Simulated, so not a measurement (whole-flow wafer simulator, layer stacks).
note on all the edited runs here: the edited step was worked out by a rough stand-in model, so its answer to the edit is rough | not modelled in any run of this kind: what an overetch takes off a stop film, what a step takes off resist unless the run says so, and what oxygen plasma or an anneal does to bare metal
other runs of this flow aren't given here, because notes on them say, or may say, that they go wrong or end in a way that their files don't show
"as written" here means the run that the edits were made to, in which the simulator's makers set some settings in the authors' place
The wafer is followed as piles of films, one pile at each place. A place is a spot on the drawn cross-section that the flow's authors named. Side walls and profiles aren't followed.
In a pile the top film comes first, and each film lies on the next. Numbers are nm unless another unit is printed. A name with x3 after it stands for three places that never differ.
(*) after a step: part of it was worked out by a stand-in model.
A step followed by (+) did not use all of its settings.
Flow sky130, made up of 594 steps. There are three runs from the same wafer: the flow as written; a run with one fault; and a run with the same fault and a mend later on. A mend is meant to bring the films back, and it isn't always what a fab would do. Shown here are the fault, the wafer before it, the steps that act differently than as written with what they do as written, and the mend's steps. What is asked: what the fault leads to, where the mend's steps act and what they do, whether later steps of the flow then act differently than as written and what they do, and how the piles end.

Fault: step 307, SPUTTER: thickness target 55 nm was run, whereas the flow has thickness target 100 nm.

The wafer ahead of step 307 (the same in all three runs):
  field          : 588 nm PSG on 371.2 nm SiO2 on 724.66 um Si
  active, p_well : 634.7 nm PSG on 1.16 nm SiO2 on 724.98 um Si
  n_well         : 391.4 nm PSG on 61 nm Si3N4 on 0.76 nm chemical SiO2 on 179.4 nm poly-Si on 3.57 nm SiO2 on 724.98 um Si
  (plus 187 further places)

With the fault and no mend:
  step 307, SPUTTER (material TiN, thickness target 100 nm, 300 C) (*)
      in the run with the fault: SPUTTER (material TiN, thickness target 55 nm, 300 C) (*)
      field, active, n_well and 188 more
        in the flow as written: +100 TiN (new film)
        in the run with the fault: +55 TiN (new film)
  Later steps of the flow acting differently than as written (1 more step, not shown, differs only slightly: by at most 2% or 0.5 nm, whichever is larger):
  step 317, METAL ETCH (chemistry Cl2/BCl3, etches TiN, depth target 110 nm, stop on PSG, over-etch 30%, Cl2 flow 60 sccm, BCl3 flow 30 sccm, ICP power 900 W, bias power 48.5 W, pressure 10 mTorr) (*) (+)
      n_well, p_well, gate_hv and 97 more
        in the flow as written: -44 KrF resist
        in the run with the fault: -27.9 KrF resist
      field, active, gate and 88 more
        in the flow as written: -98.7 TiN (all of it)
        in the run with the fault: -53.7 TiN (all of it)
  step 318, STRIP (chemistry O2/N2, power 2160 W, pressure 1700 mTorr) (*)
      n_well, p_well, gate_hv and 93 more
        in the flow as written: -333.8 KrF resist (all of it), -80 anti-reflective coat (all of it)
        in the run with the fault: -349.9 KrF resist (all of it), -80 anti-reflective coat (all of it)
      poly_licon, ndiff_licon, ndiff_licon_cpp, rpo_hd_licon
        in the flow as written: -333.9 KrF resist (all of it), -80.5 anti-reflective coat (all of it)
        in the run with the fault: -350 KrF resist (all of it), -80.5 anti-reflective coat (all of it)
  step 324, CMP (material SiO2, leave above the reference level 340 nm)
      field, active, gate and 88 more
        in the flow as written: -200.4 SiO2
        in the run with the fault: -245.4 SiO2
  The piles end different from the flow's at n_well, p_well, gate_hv and 118 more by more than 2% or 0.5 nm, whichever is larger.
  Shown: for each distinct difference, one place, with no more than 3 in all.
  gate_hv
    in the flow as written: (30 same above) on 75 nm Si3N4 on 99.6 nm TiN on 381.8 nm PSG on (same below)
    in the run with the fault: (30 same above) on 75 nm Si3N4 on 54.6 nm TiN on 381.8 nm PSG on (same below)
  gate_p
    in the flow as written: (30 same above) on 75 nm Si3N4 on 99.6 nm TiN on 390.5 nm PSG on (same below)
    in the run with the fault: (30 same above) on 75 nm Si3N4 on 54.6 nm TiN on 390.5 nm PSG on (same below)
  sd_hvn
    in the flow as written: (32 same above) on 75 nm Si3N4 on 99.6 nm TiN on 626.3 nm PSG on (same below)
    in the run with the fault: (32 same above) on 75 nm Si3N4 on 54.6 nm TiN on 626.3 nm PSG on (same below)

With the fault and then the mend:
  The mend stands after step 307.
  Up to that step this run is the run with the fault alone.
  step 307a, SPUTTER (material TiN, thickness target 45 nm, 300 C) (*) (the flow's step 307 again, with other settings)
      field, active, n_well and 188 more
        +45 TiN
  None of the later steps of the flow differs from how it acts as written, at any place that is followed, by more than 2% or 0.5 nm, whichever is larger.
  The piles end the same as the flow's at every place that both follow.
